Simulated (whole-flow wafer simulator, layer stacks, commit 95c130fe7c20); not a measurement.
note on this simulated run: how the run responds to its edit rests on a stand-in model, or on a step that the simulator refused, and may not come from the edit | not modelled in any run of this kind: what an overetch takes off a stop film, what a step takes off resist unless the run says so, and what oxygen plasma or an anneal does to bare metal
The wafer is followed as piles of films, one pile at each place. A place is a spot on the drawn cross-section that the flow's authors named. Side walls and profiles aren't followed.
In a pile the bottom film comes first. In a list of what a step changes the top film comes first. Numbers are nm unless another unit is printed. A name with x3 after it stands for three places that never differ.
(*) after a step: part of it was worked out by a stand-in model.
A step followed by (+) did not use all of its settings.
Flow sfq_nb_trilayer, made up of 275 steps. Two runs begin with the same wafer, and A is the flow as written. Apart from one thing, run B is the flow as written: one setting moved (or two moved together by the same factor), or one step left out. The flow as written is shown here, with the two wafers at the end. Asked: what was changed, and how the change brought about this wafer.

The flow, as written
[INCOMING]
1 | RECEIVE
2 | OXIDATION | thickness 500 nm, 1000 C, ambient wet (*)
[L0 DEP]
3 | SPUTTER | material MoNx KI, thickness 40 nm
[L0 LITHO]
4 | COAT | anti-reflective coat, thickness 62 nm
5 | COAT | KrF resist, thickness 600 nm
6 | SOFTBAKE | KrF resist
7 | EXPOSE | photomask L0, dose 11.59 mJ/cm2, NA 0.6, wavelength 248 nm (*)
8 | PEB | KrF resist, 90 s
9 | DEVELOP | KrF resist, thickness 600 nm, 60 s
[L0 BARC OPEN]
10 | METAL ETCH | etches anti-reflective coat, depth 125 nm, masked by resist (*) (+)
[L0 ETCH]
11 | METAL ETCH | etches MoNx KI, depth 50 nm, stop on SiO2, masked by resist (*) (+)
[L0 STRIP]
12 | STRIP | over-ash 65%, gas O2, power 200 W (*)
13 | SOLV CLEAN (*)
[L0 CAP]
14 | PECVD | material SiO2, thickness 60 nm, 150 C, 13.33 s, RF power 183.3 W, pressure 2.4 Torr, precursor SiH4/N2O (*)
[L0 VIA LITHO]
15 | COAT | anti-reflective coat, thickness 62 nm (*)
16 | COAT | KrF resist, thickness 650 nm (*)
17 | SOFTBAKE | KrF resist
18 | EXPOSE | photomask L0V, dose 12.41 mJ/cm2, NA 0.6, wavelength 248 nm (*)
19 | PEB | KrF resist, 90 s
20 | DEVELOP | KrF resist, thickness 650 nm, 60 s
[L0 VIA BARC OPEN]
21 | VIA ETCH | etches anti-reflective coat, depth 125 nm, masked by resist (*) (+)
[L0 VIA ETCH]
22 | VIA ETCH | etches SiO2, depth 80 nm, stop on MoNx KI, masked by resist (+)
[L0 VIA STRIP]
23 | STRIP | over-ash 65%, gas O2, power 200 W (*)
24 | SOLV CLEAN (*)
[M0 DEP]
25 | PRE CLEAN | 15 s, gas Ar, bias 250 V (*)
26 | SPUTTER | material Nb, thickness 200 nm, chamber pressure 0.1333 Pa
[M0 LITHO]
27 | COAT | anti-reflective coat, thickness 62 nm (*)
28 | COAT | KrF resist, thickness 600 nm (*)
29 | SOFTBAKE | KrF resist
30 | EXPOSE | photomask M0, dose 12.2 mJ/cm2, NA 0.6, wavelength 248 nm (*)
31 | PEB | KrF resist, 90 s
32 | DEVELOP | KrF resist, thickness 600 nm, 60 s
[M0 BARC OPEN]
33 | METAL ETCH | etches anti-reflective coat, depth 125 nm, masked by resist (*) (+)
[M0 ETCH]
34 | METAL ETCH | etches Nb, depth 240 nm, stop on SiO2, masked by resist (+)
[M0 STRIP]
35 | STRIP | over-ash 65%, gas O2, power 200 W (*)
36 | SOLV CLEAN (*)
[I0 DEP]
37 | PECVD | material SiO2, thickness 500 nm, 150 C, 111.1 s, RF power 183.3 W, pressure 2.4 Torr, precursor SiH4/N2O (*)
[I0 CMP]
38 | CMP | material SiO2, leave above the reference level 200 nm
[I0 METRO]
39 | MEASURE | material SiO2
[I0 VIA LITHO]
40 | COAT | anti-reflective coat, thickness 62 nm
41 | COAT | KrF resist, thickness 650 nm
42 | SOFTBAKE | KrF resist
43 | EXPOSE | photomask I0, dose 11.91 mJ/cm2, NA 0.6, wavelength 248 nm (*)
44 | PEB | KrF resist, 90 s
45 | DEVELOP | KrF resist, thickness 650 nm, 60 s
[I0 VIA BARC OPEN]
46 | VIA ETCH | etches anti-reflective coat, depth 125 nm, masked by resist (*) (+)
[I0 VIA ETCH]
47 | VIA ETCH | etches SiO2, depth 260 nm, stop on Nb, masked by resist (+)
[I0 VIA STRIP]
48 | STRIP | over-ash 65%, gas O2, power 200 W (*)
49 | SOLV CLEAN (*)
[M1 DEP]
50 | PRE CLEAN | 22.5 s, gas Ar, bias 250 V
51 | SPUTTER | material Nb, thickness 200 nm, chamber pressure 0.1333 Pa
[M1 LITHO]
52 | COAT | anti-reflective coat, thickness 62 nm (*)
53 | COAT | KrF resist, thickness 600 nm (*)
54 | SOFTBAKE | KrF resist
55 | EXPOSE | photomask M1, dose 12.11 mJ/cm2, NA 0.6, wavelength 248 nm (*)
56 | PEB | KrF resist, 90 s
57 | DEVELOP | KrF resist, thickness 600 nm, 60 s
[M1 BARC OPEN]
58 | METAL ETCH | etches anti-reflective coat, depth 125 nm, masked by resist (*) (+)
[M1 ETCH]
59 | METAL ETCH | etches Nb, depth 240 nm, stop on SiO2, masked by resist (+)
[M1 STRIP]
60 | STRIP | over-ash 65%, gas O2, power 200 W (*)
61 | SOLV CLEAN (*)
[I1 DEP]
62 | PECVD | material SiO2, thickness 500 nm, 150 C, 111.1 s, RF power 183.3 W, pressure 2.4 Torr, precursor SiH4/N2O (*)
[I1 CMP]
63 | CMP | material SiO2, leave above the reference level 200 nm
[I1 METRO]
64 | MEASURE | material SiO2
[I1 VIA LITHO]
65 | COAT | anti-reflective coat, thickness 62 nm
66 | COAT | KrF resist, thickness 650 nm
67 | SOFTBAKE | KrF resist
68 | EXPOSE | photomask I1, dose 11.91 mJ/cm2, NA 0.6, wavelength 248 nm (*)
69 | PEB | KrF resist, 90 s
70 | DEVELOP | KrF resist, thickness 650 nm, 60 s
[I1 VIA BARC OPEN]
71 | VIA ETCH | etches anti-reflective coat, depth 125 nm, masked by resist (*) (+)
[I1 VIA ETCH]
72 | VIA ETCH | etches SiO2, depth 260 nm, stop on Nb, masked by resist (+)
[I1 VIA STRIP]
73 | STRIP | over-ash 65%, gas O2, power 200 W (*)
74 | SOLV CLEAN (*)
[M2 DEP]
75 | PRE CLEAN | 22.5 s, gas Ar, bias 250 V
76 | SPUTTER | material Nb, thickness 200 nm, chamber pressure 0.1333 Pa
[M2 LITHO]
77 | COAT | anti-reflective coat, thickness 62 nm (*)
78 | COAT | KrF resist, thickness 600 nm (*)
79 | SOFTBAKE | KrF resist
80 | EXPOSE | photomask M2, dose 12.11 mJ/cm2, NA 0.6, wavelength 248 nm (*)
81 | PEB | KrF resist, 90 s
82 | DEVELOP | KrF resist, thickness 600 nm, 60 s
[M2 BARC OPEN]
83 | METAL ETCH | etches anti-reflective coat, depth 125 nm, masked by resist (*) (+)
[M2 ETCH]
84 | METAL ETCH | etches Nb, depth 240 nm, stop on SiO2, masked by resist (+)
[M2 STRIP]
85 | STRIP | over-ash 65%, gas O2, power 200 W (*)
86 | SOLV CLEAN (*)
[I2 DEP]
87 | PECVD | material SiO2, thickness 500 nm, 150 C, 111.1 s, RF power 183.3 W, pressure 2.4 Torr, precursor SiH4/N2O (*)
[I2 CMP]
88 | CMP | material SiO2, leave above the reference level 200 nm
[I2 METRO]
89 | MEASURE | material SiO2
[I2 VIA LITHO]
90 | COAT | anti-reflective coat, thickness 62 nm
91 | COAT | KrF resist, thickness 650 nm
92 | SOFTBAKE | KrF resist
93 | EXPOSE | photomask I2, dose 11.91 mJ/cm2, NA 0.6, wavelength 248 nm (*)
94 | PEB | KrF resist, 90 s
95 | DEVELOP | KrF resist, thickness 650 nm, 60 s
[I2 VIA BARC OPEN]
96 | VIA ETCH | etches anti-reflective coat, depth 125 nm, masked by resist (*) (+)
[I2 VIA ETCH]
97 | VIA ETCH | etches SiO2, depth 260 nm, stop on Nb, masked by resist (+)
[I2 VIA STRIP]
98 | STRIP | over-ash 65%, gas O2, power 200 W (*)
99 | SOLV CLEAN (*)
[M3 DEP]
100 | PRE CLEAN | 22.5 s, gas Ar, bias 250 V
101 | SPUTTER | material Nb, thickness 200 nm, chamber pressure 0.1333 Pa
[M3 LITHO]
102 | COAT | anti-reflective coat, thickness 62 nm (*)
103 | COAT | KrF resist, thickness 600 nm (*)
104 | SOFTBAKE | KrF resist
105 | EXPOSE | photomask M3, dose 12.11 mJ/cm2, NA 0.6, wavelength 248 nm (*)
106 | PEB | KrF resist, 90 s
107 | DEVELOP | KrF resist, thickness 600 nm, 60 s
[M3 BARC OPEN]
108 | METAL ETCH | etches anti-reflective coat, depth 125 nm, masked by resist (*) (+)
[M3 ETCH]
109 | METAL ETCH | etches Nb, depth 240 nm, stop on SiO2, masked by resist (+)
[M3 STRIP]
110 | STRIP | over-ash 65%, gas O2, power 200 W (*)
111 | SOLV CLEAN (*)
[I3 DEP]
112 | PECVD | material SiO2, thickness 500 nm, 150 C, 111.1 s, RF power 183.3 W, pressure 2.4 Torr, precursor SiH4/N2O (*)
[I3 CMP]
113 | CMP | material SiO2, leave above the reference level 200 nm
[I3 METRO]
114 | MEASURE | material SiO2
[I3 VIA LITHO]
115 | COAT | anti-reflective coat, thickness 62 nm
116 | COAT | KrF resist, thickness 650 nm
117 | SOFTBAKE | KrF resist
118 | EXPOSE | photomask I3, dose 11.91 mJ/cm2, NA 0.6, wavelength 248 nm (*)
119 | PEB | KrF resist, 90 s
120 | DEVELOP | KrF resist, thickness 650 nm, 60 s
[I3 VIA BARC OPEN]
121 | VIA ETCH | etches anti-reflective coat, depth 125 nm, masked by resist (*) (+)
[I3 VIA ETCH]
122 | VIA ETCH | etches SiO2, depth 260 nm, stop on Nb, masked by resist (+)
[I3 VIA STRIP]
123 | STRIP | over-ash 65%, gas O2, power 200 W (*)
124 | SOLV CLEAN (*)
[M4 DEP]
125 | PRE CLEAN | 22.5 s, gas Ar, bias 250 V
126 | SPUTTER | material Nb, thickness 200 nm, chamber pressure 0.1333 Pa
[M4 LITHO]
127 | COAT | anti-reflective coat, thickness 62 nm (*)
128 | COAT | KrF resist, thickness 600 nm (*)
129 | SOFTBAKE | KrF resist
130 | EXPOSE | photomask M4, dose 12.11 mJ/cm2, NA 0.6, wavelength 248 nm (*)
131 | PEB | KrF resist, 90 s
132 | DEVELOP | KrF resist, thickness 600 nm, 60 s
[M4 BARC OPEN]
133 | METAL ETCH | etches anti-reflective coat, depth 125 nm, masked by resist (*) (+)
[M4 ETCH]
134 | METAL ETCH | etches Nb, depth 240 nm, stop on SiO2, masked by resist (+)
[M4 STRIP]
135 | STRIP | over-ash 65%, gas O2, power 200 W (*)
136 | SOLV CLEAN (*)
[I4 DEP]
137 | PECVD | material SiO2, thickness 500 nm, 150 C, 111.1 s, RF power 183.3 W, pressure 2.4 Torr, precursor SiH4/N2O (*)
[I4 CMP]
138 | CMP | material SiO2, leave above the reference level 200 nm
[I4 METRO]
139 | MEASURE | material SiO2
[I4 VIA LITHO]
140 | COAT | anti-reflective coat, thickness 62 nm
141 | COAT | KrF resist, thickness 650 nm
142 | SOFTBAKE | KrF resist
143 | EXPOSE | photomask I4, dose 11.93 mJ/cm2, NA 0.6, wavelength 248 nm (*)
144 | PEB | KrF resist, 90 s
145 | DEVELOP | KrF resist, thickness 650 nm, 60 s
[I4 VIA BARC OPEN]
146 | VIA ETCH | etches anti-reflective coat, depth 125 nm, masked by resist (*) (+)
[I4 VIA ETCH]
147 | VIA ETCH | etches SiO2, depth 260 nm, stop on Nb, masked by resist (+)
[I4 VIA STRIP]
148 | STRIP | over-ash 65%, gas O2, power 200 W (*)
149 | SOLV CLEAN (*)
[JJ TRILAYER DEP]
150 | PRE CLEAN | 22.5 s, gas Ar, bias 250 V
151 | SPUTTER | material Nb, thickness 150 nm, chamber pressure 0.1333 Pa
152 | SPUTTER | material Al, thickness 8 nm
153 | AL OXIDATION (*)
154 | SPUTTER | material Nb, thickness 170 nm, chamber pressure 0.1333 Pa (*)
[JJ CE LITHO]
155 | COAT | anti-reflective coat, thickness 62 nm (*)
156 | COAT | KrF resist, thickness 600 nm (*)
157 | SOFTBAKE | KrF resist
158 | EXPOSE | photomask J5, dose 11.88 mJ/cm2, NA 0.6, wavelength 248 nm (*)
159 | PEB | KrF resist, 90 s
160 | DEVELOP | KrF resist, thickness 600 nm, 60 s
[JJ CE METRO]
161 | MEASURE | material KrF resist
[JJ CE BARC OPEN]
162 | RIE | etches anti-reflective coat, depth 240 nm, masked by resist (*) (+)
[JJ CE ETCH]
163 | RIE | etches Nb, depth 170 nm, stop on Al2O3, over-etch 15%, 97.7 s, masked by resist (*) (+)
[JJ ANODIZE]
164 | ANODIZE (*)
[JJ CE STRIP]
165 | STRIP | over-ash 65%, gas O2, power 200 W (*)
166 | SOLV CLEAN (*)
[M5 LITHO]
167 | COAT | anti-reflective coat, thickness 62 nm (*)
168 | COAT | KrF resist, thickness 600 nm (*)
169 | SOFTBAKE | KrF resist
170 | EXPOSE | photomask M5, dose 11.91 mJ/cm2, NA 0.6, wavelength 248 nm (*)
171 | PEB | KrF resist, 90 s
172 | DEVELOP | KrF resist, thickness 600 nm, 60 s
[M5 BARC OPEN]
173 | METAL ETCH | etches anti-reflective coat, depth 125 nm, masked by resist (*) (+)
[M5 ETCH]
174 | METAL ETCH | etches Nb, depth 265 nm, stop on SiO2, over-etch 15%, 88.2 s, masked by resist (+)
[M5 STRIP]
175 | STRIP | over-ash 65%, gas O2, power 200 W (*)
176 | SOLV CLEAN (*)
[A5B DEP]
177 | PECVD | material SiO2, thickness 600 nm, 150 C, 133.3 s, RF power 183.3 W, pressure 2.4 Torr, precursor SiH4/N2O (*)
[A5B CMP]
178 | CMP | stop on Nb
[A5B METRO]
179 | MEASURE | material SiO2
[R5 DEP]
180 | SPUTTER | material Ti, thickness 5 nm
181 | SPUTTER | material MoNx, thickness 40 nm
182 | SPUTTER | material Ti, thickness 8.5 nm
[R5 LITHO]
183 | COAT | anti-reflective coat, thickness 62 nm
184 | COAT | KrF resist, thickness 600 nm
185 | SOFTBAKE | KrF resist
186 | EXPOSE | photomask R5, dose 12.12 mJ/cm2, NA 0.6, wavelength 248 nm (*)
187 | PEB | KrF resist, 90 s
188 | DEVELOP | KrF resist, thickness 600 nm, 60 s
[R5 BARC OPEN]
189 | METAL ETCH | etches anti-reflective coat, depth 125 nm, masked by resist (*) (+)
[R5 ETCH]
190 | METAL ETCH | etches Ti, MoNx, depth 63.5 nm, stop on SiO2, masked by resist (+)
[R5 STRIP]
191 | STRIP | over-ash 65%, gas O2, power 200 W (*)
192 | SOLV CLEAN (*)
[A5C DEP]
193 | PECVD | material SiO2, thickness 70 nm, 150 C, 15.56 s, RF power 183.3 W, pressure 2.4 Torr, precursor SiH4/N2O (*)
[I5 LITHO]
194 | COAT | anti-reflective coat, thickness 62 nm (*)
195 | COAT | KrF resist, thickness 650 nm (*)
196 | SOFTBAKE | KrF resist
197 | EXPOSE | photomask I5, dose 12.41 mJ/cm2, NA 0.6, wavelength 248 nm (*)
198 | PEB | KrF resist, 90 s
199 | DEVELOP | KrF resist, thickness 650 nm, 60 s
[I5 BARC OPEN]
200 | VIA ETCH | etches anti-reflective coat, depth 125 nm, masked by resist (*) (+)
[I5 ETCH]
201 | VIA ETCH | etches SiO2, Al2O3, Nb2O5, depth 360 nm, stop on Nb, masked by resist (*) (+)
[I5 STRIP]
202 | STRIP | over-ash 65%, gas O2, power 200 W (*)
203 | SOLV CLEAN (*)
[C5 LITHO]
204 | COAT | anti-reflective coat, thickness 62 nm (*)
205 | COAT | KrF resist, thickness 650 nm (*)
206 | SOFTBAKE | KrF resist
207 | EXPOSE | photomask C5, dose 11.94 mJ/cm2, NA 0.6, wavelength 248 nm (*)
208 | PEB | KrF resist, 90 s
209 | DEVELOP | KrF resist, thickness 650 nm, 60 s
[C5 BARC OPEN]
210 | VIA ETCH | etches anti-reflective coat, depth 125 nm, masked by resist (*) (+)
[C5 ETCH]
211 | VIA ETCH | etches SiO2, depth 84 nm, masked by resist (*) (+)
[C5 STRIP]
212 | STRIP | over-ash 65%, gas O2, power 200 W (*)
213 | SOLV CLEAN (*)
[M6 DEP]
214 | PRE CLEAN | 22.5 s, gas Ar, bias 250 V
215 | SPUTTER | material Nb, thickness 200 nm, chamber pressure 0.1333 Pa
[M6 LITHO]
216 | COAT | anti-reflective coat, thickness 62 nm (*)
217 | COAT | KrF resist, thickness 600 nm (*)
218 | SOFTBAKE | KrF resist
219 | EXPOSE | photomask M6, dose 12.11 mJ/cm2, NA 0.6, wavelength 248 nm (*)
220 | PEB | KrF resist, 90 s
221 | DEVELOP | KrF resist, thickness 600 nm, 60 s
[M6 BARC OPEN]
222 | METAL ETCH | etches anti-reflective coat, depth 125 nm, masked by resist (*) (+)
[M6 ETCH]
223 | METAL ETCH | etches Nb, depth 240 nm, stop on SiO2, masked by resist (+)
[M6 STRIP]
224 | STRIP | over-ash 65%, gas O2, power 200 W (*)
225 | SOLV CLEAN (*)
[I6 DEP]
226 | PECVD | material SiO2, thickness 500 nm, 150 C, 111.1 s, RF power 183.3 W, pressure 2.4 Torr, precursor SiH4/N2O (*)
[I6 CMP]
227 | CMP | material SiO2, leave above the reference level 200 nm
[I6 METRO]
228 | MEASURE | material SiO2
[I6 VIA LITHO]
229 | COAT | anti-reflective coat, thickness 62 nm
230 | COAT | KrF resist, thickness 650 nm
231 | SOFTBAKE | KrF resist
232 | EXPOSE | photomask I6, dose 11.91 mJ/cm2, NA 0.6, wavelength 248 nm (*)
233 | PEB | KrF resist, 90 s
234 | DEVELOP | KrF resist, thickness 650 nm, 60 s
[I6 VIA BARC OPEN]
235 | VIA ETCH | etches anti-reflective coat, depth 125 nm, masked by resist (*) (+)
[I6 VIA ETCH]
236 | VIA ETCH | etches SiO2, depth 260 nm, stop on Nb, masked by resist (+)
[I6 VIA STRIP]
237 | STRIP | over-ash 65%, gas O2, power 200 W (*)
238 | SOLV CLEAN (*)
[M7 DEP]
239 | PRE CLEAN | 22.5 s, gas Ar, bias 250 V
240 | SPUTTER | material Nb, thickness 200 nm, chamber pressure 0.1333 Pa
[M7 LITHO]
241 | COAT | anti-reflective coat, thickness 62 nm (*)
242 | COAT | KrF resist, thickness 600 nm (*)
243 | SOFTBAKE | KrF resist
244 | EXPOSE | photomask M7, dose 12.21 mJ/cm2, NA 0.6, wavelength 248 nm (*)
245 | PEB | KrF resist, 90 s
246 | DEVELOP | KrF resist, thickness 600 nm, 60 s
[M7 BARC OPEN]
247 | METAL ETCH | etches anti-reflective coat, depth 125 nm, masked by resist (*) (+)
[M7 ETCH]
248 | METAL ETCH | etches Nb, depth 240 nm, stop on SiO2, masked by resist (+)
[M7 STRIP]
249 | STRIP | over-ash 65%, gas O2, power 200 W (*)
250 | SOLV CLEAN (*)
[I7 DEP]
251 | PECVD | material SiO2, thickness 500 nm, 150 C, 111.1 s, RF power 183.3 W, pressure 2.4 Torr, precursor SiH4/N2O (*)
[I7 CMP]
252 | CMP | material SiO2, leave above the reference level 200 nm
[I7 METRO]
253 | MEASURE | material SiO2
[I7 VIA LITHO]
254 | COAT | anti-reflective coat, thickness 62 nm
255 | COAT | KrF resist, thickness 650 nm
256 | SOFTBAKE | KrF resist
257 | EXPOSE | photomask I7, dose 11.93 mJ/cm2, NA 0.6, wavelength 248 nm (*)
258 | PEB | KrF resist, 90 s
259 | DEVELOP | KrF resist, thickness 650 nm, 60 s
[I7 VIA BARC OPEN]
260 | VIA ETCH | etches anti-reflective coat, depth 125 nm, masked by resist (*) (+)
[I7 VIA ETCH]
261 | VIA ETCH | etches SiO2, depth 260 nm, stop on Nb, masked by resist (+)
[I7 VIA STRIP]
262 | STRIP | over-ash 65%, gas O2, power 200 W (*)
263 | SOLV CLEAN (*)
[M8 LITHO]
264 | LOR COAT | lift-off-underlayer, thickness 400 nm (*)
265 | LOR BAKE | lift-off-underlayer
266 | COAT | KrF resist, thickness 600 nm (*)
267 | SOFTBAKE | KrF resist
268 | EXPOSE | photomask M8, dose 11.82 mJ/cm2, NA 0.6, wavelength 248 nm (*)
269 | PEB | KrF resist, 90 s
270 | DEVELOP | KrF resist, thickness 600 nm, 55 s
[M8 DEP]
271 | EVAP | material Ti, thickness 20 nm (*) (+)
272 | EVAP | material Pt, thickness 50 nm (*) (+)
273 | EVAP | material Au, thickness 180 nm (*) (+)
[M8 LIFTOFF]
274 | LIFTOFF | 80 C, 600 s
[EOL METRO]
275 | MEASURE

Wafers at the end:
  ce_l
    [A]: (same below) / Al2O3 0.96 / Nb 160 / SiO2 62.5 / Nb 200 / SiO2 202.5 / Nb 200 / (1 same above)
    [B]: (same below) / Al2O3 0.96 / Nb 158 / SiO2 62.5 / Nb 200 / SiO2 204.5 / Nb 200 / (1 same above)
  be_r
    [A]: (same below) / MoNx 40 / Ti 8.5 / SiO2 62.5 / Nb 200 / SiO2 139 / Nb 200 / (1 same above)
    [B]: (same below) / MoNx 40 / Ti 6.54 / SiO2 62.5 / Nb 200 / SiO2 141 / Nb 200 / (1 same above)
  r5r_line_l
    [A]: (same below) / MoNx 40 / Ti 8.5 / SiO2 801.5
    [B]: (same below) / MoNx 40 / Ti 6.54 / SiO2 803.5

Cause: step 182, SPUTTER: thickness 6.54 nm was run, whereas the flow has thickness 8.5 nm.
One can read it off the wafer: be_r has Ti 6.54, and step 182 as written asks for 8.5 nm.

Step by step, how the change led to this:
  182 | SPUTTER | material Ti, thickness 8.5 nm
      field_l, v_sur, via_wl and 103 more: A Ti gains 8.5 (new film) | B Ti gains 6.54 (new film)
  190 | METAL ETCH | etches Ti, MoNx, depth 63.5 nm, stop on SiO2, masked by resist (+)
      field_l, v_sur, via_wl and 92 more: A Ti loses 8.5 (all of it), MoNx loses 40 (all of it), Ti loses 5 (all of it) | B Ti loses 6.54 (all of it), MoNx loses 40 (all of it), Ti loses 5 (all of it)
      ce_l, c5j, ce_r, wl_jj: A Ti loses 8.5 (all of it), MoNx loses 40 (all of it), Ti loses 5 (all of it), Nb loses 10 | B Ti loses 6.54 (all of it), MoNx loses 40 (all of it), Ti loses 5 (all of it), Nb loses 12
